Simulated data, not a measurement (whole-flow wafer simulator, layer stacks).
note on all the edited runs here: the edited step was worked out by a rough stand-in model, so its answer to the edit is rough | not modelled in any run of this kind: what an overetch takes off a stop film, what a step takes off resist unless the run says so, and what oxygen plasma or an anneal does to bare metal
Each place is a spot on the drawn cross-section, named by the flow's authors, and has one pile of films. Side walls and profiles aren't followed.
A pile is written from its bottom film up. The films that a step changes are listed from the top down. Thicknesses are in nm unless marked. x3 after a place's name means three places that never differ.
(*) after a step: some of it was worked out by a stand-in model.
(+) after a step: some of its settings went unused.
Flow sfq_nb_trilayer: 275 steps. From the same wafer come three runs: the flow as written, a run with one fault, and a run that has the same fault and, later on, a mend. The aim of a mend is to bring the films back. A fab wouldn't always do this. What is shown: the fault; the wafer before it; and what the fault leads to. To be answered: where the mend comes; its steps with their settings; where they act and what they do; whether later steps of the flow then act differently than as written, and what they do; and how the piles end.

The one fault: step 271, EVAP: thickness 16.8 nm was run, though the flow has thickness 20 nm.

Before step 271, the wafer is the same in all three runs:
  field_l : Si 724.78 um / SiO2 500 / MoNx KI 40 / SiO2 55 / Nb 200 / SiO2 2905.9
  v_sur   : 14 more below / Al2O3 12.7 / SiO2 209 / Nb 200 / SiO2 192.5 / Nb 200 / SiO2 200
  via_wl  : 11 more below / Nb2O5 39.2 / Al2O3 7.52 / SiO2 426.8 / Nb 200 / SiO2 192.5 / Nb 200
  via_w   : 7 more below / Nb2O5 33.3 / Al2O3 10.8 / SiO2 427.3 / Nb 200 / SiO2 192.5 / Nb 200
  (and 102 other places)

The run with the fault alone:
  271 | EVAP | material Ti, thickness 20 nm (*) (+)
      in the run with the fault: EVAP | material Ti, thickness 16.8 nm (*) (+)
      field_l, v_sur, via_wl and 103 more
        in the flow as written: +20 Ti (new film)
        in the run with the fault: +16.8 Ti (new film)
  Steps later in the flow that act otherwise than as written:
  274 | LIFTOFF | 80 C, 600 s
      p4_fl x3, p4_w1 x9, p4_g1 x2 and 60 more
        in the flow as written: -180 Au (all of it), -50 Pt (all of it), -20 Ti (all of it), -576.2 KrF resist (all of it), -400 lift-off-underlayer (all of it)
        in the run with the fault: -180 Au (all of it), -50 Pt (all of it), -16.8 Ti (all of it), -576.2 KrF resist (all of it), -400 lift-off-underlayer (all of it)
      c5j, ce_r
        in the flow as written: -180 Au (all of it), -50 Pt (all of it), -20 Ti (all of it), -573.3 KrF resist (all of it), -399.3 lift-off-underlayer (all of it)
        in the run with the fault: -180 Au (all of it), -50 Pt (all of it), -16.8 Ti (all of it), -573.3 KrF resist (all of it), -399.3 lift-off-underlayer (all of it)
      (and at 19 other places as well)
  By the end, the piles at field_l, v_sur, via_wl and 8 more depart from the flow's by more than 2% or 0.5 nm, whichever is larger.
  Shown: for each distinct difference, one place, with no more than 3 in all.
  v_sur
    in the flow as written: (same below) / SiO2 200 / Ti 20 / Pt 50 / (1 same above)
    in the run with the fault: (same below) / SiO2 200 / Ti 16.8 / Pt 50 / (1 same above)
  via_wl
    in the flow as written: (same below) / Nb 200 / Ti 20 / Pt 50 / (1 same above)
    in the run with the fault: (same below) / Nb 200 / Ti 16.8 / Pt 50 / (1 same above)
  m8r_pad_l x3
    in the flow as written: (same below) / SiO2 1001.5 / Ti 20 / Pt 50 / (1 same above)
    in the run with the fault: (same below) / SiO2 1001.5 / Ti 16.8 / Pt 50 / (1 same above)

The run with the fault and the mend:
  The mend stands after step 271.
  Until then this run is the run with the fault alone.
  271a | EVAP | material Ti, thickness 3.2 nm (*) (+) (a further turn of the flow's step 271, with different settings)
      field_l, v_sur, via_wl and 103 more
        +3.2 Ti
  None of the later steps of the flow acts differently than as written at any place that is followed.
  By the end, the piles equal the flow's at every place that both follow.
